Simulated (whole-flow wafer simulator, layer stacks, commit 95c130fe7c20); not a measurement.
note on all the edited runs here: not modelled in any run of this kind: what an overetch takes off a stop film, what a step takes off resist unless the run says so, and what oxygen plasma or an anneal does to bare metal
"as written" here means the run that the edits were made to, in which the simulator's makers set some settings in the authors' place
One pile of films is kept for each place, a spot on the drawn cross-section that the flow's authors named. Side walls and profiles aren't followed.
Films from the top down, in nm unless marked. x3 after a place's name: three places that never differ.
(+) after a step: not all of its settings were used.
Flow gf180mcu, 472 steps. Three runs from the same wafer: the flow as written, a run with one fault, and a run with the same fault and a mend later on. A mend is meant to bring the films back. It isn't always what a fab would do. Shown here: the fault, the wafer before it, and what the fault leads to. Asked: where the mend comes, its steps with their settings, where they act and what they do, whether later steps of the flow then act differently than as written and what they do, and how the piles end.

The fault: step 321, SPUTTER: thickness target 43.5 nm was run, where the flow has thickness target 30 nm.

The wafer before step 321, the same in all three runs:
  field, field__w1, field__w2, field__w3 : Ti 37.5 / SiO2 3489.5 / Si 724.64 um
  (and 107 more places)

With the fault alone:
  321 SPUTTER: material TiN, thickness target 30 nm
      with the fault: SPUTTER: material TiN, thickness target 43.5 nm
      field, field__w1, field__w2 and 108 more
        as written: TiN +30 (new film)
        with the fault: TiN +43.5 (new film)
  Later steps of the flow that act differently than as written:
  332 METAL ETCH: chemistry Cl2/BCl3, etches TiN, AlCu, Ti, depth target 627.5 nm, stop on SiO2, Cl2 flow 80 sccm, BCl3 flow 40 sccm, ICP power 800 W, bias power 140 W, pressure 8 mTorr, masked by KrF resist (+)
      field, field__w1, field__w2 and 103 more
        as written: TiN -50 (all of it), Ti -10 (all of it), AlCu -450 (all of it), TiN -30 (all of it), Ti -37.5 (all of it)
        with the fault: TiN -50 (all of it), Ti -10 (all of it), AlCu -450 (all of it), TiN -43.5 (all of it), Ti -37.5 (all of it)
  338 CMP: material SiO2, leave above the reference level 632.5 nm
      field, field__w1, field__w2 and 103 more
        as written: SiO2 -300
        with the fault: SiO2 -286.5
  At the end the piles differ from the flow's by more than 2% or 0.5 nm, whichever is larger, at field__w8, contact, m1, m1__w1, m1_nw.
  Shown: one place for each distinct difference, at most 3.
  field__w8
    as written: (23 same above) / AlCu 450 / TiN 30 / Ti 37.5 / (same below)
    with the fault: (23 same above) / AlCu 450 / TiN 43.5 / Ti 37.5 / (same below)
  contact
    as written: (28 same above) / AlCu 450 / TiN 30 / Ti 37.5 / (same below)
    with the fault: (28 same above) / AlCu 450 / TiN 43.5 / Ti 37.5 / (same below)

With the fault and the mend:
  The mend comes after step 331.
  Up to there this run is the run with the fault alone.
  332 METAL ETCH: chemistry Cl2/BCl3, etches TiN, AlCu, Ti, depth target 641 nm, stop on SiO2, Cl2 flow 80 sccm, BCl3 flow 40 sccm, ICP power 800 W, bias power 140 W, pressure 8 mTorr, masked by KrF resist (+) (the flow's step 332, which as written has depth target 627.5 nm)
      field, field__w1, field__w2 and 103 more
        TiN -50 (all of it), Ti -10 (all of it), AlCu -450 (all of it), TiN -43.5 (all of it), Ti -37.5 (all of it)
      field__w8, contact, m1, m1__w1, m1_nw
        KrF resist -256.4
  Later steps of the flow that act differently than as written (1 more step differs only slightly, by at most 2% or 0.5 nm, whichever is larger, and isn't shown):
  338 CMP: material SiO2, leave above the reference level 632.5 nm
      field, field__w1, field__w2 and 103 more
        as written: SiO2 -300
        with the mend: SiO2 -286.5
  At the end the piles differ from the flow's by more than 2% or 0.5 nm, whichever is larger, at field__w8, contact, m1, m1__w1, m1_nw.
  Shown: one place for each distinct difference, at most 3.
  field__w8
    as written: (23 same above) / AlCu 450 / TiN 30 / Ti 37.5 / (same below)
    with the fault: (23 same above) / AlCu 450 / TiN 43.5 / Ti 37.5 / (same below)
    with the mend: (23 same above) / AlCu 450 / TiN 43.5 / Ti 37.5 / (same below)
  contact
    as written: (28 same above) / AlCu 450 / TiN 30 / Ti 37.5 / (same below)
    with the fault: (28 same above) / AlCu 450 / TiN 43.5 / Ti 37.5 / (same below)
    with the mend: (28 same above) / AlCu 450 / TiN 43.5 / Ti 37.5 / (same below)
